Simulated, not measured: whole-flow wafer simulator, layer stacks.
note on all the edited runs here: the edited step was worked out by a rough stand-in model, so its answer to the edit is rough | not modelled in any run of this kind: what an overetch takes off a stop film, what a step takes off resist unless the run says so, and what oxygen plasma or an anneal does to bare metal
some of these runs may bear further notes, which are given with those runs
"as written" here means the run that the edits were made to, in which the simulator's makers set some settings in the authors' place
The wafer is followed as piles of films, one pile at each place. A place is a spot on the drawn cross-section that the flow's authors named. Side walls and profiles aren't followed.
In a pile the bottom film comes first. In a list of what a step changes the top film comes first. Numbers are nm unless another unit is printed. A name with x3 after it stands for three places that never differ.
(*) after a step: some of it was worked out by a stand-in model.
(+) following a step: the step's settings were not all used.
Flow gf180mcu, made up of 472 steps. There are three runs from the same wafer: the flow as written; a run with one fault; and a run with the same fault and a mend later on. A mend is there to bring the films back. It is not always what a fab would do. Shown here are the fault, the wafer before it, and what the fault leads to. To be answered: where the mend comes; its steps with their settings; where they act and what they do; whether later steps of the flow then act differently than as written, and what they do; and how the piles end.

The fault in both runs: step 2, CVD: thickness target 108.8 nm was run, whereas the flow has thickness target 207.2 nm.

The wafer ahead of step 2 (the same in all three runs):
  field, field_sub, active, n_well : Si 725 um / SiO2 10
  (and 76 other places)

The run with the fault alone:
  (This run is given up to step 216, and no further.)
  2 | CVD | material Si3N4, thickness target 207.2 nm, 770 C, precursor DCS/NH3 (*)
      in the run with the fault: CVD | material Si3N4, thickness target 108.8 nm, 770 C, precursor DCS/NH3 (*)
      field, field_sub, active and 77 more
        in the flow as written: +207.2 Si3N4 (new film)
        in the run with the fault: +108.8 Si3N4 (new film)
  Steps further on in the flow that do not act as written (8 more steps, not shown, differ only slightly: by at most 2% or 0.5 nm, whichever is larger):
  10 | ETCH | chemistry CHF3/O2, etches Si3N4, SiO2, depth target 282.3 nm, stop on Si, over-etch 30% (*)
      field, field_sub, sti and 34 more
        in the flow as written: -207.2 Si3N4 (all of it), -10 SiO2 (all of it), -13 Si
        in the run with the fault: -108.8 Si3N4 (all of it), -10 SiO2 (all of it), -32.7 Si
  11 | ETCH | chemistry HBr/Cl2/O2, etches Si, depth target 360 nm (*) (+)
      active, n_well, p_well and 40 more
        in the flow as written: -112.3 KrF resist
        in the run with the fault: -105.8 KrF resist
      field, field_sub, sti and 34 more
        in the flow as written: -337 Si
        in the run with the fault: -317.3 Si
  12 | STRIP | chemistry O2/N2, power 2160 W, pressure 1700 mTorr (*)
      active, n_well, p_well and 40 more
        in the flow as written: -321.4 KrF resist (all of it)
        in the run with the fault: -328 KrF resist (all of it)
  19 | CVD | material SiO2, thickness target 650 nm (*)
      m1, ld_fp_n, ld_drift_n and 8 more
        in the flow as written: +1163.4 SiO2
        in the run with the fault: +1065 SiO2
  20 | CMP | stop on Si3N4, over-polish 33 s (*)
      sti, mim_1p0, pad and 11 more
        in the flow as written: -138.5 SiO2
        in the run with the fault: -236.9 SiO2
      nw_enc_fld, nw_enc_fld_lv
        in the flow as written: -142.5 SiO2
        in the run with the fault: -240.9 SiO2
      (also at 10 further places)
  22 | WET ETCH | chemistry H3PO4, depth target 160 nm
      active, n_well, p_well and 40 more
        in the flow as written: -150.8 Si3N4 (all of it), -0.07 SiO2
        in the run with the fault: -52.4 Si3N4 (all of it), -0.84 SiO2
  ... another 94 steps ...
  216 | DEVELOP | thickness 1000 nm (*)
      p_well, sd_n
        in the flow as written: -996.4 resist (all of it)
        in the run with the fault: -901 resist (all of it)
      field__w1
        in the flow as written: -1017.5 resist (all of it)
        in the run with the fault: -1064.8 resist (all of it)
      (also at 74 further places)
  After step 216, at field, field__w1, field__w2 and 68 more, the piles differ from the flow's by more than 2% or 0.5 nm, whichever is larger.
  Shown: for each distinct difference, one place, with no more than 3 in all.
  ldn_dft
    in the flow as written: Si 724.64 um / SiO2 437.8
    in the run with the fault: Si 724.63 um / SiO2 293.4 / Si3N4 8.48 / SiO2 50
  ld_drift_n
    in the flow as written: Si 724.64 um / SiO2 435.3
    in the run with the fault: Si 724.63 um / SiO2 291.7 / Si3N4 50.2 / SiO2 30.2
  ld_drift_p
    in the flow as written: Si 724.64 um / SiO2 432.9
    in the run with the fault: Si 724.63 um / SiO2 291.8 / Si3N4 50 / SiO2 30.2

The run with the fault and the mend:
  The mend follows step 9.
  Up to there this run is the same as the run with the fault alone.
  9a | STRIP | chemistry O2/N2, power 2160 W, pressure 1700 mTorr (*)
      active, n_well, p_well and 40 more
        -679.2 KrF resist (all of it)
  9b | CVD | material Si3N4, thickness target 98.4 nm, 770 C, precursor DCS/NH3 (*) (the flow's step 2 again, with other settings)
      field, field_sub, active and 77 more
        +98.4 Si3N4
  9c | HMDS | 120 C, 60 s (the flow's step 4 again)
      alters no film at any place that is followed
  9d | COAT | KrF resist, thickness 700 nm (the flow's step 5 again)
      field, field_sub, active and 77 more
        +700 KrF resist (new film)
  9e | SOFTBAKE | KrF resist (the flow's step 6 again)
      alters no film at any place that is followed
  9f | EXPOSE | photomask COMP (the flow's step 7 again)
      alters no film at any place that is followed
  9g | PEB | KrF resist, 135 C, 90 s (the flow's step 8 again)
      field, field_sub, active and 77 more
        -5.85 KrF resist
  9h | DEVELOP | thickness 700 nm, 60 s (the flow's step 9 again)
      active, n_well, p_well and 40 more
        -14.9 KrF resist
      field, field_sub, sti and 34 more
        -694.2 KrF resist (all of it)
  Every later step of the flow that is run acts as written, at every place that is followed, to within 2% or 0.5 nm, whichever is larger.
  By the end, the piles equal the flow's at every place that both follow.
